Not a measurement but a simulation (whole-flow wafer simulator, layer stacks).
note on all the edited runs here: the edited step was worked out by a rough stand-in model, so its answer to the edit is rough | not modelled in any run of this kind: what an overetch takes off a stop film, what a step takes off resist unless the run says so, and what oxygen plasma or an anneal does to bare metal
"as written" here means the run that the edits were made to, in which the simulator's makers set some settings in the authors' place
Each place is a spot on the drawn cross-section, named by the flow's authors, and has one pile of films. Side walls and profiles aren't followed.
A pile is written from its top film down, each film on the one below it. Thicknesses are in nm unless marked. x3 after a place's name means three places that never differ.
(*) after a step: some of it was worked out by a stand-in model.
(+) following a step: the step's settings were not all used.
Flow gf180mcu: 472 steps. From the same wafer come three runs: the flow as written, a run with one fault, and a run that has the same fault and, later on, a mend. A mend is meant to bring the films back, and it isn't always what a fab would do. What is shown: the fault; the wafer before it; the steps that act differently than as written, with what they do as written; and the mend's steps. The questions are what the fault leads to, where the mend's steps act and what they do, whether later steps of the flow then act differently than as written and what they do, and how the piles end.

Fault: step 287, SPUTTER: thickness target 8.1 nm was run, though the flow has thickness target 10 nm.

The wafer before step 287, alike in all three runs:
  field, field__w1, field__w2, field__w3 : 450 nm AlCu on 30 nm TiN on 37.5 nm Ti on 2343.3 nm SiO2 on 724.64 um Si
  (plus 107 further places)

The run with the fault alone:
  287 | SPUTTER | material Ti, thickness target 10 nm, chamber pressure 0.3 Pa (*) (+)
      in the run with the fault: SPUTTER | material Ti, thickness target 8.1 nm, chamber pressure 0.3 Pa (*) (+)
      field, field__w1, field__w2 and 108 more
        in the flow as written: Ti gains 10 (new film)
        in the run with the fault: Ti gains 8.1 (new film)
  Later steps of the flow acting differently than as written (4 other steps are not shown; they differ only slightly, by no more than 2% or 0.5 nm, whichever is larger):
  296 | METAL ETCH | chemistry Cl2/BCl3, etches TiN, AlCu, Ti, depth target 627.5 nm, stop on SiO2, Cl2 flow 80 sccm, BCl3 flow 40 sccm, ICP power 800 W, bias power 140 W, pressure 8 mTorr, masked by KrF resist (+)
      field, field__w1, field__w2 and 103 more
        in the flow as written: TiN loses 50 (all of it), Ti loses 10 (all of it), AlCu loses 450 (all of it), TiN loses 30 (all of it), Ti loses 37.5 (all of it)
        in the run with the fault: TiN loses 50 (all of it), Ti loses 8.1 (all of it), AlCu loses 450 (all of it), TiN loses 30 (all of it), Ti loses 37.5 (all of it)
  By the end, the piles at field__w8, contact, m1, m1__w1, m1_nw depart from the flow's by more than 2% or 0.5 nm, whichever is larger.
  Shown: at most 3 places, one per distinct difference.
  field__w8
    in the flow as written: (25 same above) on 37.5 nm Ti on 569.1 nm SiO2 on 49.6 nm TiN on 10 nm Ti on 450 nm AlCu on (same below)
    in the run with the fault: (25 same above) on 37.5 nm Ti on 571 nm SiO2 on 49.6 nm TiN on 8.1 nm Ti on 450 nm AlCu on (same below)
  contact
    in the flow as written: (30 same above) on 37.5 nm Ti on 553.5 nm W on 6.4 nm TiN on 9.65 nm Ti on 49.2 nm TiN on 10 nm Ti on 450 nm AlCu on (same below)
    in the run with the fault: (30 same above) on 37.5 nm Ti on 555.4 nm W on 6.4 nm TiN on 9.64 nm Ti on 49.2 nm TiN on 8.1 nm Ti on 450 nm AlCu on (same below)

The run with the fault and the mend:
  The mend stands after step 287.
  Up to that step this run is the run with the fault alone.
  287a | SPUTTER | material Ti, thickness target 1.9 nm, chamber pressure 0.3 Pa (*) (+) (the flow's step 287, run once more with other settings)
      field, field__w1, field__w2 and 108 more
        Ti gains 1.9
  Every later step of the flow that is run acts as written at every place that is followed.
  At every place that both follow, the piles at the end match the flow's.
